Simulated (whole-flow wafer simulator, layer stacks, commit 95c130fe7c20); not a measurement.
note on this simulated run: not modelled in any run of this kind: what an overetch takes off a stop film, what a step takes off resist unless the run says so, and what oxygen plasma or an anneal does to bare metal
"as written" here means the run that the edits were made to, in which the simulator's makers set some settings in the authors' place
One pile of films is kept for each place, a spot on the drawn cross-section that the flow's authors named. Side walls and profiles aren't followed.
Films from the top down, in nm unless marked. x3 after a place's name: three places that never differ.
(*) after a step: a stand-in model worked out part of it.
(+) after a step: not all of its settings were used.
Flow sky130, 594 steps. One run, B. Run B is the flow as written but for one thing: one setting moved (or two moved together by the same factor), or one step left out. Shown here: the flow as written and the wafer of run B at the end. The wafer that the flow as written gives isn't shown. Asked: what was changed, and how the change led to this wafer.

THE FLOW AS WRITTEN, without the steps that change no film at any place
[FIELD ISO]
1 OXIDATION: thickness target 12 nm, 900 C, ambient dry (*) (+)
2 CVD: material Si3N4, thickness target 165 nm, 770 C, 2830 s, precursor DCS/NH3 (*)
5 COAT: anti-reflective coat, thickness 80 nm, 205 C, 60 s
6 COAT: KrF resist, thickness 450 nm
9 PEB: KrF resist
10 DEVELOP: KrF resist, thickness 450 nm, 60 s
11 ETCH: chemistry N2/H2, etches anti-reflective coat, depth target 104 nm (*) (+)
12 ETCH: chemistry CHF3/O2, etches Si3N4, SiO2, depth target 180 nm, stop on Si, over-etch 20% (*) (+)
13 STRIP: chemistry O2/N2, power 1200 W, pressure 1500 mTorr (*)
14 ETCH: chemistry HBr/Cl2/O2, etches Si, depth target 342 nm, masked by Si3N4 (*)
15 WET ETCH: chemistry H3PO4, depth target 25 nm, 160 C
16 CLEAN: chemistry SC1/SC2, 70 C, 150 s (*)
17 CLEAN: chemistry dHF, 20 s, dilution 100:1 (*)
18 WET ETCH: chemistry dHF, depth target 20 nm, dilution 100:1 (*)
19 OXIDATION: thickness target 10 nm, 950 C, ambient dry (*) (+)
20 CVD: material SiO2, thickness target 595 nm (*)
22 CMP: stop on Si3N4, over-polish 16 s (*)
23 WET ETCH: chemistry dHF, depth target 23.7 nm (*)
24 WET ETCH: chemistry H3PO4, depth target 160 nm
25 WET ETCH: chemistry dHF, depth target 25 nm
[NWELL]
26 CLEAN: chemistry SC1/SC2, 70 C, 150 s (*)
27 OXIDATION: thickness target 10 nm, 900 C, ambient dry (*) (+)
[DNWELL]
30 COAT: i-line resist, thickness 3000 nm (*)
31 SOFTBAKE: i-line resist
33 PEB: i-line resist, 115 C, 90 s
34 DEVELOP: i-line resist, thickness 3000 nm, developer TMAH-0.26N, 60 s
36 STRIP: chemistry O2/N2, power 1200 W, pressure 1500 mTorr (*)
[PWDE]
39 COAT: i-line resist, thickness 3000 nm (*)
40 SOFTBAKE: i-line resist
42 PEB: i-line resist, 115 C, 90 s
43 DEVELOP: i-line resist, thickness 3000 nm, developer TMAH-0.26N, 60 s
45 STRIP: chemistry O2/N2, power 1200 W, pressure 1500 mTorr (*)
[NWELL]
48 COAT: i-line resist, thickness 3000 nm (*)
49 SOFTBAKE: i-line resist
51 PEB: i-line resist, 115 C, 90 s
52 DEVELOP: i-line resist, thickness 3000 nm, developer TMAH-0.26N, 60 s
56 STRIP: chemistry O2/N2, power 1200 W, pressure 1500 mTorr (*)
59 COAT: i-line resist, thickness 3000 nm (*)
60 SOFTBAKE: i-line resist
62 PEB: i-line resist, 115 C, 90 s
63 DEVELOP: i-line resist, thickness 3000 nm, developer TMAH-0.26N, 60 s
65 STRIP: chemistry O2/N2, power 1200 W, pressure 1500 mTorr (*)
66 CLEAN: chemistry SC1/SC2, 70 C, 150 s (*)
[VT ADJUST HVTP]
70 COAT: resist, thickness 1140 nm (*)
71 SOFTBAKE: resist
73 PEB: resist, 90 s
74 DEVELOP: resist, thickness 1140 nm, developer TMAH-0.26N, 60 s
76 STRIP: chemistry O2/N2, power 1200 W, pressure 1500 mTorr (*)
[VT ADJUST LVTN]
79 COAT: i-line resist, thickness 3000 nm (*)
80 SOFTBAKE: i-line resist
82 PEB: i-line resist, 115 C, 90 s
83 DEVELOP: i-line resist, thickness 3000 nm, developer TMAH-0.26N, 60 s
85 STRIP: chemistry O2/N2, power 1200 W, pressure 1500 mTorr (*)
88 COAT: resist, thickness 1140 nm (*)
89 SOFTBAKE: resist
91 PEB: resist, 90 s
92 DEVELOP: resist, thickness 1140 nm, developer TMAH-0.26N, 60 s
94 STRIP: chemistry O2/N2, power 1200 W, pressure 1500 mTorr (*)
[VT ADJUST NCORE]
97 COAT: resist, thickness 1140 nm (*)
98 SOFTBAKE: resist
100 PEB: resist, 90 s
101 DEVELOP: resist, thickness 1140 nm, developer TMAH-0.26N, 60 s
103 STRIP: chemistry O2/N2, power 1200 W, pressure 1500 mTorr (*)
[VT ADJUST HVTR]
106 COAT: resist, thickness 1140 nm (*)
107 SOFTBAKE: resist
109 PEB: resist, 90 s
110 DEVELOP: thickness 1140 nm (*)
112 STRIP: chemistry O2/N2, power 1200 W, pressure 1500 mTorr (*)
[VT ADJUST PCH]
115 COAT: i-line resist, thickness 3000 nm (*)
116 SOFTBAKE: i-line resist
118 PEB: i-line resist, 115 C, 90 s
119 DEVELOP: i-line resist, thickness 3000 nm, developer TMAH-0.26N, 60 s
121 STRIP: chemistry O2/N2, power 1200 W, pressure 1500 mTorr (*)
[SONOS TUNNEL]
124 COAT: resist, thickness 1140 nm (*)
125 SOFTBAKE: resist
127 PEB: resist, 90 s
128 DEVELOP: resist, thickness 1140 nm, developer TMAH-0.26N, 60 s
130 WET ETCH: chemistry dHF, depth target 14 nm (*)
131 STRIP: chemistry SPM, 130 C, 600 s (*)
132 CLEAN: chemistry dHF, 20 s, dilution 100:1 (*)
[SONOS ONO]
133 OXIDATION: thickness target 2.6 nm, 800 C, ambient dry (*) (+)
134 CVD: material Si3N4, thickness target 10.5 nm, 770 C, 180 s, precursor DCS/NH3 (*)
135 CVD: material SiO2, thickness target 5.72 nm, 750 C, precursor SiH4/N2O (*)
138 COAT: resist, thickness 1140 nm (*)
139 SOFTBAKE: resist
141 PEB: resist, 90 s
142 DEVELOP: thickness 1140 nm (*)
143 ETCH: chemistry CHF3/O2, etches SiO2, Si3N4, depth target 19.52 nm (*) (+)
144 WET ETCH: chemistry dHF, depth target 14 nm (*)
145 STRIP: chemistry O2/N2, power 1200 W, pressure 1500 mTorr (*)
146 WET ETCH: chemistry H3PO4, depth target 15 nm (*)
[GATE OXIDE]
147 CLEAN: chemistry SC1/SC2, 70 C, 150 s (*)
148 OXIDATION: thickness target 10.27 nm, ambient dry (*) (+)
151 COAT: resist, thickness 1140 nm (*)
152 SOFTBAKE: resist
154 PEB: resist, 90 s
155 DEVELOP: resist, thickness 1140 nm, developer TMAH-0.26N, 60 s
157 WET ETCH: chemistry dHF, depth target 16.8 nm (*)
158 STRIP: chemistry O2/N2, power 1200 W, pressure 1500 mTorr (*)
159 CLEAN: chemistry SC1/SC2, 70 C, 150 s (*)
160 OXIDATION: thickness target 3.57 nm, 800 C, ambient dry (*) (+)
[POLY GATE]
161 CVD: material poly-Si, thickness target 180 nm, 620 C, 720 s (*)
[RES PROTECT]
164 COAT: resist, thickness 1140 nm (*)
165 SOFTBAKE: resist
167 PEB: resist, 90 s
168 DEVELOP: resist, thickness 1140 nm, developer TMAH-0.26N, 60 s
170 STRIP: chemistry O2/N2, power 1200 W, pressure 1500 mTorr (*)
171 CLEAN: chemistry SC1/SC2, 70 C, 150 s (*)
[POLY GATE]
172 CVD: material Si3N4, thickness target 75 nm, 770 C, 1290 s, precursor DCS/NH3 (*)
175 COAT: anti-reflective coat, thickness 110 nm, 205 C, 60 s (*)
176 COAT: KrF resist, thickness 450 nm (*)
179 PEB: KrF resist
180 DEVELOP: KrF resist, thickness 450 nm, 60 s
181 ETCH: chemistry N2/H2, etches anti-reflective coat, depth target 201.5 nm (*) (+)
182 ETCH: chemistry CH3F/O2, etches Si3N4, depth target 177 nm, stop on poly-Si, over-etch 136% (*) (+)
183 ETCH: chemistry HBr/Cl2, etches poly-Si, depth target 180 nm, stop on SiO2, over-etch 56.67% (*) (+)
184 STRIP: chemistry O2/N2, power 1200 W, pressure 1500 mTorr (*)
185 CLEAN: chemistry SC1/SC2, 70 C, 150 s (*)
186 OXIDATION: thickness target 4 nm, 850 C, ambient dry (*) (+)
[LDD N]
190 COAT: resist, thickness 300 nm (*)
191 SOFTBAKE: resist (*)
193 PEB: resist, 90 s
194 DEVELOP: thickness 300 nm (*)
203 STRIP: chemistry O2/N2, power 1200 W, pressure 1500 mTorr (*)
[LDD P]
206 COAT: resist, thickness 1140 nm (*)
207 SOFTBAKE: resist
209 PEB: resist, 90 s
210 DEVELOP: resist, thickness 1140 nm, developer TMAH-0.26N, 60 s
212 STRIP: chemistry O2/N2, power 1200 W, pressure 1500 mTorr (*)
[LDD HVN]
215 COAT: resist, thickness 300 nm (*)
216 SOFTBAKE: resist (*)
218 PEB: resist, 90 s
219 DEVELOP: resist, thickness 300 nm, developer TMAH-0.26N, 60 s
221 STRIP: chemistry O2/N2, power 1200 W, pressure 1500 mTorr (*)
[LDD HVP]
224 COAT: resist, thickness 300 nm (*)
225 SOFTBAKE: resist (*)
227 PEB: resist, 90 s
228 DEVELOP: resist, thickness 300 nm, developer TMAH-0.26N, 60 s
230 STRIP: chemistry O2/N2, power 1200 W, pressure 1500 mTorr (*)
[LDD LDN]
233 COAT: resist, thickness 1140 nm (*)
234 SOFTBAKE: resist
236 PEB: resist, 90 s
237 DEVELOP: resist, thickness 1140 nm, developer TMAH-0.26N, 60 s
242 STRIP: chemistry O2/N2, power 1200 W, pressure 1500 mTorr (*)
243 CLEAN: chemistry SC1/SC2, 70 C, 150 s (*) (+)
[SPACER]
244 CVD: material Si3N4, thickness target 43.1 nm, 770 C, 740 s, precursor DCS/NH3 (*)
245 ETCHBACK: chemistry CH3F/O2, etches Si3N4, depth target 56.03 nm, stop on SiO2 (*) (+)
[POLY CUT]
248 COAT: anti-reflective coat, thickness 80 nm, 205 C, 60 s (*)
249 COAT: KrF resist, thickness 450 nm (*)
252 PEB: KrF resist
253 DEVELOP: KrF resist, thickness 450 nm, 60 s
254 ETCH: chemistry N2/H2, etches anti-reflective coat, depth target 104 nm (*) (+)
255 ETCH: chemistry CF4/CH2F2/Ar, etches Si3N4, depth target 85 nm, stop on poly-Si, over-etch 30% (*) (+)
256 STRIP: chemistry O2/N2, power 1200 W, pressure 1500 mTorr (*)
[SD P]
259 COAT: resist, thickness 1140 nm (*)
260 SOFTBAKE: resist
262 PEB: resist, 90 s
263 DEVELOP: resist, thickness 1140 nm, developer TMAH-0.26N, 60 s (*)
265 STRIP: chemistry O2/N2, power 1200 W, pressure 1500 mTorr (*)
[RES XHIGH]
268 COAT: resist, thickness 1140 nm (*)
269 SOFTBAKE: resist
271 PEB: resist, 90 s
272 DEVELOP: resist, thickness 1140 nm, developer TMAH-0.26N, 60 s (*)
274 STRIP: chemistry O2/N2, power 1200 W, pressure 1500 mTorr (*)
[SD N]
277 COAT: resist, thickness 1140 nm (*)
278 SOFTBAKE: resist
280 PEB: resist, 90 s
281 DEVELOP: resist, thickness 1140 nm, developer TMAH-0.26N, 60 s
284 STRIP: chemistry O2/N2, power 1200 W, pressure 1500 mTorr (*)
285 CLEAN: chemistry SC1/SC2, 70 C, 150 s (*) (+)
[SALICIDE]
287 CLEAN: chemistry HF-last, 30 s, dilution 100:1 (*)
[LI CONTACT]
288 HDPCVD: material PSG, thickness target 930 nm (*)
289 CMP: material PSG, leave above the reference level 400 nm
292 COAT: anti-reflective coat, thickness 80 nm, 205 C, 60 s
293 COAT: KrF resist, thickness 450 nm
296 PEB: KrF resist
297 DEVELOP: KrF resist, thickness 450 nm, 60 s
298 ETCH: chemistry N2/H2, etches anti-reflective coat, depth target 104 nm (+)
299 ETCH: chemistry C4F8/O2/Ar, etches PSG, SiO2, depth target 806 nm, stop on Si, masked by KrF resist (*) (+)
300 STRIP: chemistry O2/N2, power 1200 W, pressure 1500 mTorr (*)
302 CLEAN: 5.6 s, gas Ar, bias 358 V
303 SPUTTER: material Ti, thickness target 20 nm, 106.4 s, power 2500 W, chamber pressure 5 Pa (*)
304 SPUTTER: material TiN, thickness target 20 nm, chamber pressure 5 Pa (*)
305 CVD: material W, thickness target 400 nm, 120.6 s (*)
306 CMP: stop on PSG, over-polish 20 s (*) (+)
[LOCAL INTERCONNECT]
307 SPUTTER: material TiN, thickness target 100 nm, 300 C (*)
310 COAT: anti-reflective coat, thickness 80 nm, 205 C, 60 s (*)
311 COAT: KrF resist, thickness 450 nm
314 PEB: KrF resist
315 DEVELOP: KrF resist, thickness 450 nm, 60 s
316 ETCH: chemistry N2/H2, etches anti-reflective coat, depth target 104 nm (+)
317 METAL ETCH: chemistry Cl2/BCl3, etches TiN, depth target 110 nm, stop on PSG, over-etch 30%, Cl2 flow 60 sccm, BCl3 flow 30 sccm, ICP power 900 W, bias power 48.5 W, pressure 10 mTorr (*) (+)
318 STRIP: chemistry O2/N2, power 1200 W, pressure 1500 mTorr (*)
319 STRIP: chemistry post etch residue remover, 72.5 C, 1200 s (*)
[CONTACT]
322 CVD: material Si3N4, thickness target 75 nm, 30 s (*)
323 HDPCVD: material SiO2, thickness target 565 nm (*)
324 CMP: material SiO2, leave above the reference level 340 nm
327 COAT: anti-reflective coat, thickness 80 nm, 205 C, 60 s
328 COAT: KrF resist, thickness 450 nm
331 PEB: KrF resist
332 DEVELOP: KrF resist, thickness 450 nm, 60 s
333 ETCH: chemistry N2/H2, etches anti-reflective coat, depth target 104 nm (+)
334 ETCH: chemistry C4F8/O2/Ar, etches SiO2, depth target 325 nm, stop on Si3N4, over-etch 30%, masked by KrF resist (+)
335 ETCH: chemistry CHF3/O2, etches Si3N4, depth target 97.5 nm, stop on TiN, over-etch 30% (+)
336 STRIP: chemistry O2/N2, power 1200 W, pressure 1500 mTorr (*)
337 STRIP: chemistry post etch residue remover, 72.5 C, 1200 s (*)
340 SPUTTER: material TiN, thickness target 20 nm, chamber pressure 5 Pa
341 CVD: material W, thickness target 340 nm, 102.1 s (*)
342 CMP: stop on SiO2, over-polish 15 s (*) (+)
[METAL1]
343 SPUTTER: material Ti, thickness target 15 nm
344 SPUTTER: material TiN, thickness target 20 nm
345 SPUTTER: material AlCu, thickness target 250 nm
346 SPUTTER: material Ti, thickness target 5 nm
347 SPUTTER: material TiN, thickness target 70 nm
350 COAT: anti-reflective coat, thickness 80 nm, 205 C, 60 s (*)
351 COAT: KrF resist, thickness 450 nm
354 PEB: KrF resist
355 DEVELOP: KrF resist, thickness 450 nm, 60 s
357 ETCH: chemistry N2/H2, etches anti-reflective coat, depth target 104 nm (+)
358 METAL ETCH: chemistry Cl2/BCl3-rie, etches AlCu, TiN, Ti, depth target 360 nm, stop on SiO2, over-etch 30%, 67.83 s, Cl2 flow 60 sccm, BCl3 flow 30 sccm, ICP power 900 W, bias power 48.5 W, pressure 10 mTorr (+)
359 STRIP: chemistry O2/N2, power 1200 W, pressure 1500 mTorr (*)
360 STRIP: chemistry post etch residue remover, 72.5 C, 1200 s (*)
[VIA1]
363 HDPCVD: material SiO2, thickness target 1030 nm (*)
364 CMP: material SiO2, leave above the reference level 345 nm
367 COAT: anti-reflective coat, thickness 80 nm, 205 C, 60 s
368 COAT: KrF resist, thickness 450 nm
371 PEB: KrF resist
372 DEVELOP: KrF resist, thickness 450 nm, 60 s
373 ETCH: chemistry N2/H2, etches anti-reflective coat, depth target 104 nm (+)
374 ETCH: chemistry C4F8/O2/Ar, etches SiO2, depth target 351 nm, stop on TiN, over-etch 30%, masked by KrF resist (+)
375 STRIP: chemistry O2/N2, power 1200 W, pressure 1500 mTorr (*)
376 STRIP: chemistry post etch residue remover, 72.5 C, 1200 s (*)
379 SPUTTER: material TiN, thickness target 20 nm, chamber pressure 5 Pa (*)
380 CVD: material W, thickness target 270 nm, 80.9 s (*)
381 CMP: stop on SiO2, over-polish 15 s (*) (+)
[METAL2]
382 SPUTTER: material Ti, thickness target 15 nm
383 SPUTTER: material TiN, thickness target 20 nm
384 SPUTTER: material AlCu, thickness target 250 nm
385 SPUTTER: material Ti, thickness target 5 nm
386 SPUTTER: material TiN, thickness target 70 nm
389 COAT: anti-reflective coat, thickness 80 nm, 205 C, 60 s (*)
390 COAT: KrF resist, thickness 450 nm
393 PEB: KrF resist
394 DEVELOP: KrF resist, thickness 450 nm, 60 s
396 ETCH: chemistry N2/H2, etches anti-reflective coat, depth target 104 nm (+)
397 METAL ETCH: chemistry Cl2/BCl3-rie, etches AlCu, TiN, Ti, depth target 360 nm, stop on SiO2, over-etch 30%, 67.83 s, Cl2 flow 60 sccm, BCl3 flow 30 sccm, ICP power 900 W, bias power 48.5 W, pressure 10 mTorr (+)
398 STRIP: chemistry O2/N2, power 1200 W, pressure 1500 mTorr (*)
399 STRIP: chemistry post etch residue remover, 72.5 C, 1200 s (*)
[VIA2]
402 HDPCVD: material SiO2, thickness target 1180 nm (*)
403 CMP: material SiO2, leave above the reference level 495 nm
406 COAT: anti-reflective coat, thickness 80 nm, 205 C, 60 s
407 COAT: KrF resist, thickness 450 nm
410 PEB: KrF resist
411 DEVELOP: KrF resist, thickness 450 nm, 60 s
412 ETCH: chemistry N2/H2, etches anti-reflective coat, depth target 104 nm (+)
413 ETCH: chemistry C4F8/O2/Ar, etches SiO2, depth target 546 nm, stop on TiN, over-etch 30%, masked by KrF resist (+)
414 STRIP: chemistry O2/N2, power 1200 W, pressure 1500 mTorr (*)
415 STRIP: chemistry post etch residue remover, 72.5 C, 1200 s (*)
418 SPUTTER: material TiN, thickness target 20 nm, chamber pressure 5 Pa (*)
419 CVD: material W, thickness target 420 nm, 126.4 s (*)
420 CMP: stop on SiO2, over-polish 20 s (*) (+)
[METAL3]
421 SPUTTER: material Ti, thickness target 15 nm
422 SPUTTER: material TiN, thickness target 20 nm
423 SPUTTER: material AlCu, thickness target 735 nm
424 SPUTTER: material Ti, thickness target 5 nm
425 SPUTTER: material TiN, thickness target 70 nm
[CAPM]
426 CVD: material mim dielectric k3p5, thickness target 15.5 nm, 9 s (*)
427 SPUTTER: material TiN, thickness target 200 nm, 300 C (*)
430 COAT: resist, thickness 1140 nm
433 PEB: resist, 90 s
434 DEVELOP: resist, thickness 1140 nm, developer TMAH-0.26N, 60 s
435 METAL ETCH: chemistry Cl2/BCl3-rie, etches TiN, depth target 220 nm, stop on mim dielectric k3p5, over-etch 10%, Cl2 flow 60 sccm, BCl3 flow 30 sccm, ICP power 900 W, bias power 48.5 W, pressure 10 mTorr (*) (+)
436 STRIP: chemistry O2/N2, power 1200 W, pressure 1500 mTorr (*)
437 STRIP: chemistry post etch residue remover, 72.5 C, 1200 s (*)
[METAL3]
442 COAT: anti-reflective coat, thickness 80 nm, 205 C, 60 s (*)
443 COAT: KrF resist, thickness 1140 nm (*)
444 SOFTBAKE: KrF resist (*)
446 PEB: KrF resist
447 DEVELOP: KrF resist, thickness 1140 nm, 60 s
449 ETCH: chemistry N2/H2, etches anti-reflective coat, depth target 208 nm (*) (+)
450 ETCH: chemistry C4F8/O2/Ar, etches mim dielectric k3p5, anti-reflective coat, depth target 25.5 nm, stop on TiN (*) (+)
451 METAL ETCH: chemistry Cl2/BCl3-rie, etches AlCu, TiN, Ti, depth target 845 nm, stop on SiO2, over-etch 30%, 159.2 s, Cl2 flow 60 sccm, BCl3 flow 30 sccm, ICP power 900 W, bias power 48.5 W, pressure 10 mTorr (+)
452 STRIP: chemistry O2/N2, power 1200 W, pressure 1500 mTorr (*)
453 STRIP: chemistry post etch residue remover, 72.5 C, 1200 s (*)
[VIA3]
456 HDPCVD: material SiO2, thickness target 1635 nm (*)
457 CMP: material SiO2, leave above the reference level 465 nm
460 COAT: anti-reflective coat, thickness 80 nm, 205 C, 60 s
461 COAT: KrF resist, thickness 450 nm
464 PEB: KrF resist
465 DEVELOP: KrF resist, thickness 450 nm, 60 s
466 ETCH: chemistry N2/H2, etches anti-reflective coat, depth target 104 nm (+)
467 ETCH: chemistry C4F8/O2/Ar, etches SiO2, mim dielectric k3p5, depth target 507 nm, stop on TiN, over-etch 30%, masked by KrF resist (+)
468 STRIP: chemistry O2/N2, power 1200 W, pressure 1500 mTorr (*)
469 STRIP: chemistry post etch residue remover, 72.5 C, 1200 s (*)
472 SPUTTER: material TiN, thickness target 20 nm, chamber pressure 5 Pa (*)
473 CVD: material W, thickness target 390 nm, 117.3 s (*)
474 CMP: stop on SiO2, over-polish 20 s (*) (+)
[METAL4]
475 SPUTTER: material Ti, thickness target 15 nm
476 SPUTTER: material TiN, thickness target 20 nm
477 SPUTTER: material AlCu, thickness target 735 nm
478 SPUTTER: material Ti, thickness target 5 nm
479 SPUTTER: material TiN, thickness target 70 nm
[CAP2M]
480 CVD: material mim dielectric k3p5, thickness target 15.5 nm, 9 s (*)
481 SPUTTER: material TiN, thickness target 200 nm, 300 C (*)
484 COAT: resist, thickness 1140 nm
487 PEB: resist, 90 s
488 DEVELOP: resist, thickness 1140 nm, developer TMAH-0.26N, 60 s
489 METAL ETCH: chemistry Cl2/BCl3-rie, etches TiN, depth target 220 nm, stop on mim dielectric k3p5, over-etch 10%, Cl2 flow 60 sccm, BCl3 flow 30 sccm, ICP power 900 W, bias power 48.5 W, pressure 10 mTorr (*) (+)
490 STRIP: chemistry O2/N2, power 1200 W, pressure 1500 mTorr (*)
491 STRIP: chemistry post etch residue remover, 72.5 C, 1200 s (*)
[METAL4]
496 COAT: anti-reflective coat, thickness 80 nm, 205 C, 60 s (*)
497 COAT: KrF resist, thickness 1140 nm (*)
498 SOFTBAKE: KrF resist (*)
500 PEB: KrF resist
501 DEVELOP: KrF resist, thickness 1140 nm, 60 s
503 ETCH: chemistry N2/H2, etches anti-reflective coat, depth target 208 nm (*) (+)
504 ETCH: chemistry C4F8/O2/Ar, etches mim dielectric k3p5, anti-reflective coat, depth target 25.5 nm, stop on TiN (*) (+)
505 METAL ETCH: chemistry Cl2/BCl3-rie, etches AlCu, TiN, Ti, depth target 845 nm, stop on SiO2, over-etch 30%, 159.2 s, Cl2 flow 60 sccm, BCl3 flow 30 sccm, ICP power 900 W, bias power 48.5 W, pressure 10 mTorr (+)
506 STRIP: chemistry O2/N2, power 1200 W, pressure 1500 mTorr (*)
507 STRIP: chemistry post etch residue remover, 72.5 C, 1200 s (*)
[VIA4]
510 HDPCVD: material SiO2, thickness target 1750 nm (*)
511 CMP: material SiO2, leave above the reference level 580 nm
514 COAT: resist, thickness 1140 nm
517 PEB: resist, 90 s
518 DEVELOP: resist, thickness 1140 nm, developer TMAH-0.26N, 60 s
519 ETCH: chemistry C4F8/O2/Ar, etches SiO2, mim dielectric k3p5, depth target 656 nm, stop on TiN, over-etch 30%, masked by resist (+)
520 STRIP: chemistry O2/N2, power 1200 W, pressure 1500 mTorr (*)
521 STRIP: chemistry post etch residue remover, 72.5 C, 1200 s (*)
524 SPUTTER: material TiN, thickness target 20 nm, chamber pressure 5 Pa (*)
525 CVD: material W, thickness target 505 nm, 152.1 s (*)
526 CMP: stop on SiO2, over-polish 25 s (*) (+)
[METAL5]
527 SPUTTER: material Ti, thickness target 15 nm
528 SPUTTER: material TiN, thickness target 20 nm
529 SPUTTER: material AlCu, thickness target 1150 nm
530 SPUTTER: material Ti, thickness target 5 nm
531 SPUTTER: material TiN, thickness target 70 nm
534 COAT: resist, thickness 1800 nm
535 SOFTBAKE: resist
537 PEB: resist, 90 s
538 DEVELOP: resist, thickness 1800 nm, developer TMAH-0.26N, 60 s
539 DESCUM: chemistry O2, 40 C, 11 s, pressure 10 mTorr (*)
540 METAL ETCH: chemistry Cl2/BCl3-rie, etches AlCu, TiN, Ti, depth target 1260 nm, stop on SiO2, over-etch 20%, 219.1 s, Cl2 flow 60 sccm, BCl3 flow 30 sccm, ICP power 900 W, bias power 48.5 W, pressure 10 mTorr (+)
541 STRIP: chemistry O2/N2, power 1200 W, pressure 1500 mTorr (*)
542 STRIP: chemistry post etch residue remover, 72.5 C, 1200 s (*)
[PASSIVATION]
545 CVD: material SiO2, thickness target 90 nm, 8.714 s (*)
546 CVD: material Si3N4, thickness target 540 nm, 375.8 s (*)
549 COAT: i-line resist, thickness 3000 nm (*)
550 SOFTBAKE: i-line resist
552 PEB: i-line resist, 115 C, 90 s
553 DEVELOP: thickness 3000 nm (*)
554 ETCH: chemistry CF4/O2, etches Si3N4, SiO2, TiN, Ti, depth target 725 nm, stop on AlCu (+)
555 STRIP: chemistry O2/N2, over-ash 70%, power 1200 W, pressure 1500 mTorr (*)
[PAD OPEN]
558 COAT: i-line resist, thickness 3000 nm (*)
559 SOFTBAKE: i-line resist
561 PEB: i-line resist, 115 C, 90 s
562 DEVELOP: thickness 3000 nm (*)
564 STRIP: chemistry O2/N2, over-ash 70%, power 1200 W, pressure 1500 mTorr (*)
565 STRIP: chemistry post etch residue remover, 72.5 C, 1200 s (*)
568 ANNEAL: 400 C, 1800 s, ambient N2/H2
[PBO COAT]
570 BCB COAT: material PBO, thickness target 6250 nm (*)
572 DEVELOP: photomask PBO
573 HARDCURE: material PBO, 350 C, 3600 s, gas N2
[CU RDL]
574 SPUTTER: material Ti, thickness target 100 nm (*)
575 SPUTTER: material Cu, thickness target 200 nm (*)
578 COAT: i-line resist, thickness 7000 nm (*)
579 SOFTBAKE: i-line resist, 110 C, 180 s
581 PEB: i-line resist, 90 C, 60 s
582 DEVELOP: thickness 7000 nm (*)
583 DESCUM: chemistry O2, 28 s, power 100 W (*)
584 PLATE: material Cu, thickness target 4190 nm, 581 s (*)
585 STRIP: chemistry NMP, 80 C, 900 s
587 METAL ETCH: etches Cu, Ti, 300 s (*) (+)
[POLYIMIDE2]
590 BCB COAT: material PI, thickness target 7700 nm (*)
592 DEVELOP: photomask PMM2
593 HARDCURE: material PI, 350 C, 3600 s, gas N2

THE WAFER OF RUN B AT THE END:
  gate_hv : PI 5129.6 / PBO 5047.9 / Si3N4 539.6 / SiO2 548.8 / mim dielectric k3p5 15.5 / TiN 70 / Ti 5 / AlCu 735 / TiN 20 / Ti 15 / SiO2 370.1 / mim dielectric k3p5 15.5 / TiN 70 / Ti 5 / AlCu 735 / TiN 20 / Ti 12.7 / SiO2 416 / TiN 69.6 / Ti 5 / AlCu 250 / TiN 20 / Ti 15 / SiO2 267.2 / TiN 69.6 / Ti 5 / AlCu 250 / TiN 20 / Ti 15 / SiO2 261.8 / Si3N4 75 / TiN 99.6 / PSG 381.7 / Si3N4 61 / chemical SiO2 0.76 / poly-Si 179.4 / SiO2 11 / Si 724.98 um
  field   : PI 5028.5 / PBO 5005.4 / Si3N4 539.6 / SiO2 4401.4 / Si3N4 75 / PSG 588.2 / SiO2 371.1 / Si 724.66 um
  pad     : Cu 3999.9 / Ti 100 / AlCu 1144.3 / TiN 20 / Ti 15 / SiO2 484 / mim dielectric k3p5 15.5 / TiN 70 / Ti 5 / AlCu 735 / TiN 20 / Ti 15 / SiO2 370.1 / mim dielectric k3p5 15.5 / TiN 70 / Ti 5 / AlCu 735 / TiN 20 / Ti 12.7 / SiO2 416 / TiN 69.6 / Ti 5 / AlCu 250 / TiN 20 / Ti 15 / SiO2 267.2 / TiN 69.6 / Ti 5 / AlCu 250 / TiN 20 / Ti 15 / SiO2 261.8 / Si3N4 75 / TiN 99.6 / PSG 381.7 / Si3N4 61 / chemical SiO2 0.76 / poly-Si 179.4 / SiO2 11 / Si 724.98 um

The cause: step 421, SPUTTER: thickness target 12.7 nm was run, where the flow has thickness target 15 nm.
It can be read off the wafer: gate_hv has Ti 12.7, and step 421 as written asks for 15 nm.

How the change led to this, step by step:
  421 SPUTTER: material Ti, thickness target 15 nm
      field, active, n_well and 188 more: Ti +12.7 (new film) (as written it would be: Ti +15 (new film))
  451 METAL ETCH: chemistry Cl2/BCl3-rie, etches AlCu, TiN, Ti, depth target 845 nm, stop on SiO2, over-etch 30%, 159.2 s, Cl2 flow 60 sccm, BCl3 flow 30 sccm, ICP power 900 W, bias power 48.5 W, pressure 10 mTorr (+)
      field, active, gate and 69 more: TiN -70 (all of it), Ti -5 (all of it), AlCu -735 (all of it), TiN -20 (all of it), Ti -12.7 (all of it), SiO2 -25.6 (as written it would be: TiN -70 (all of it), Ti -5 (all of it), AlCu -735 (all of it), TiN -20 (all of it), Ti -15 (all of it), SiO2 -25.4)
      vpp_ln, vpp_iso2, ndiff_ln and 10 more: TiN -70 (all of it), Ti -5 (all of it), AlCu -735 (all of it), TiN -20 (all of it), Ti -12.7 (all of it), SiO2 -25.6 (as written it would be: TiN -70 (all of it), Ti -5 (all of it), AlCu -735 (all of it), TiN -20 (all of it), Ti -15 (all of it), SiO2 -25.3)
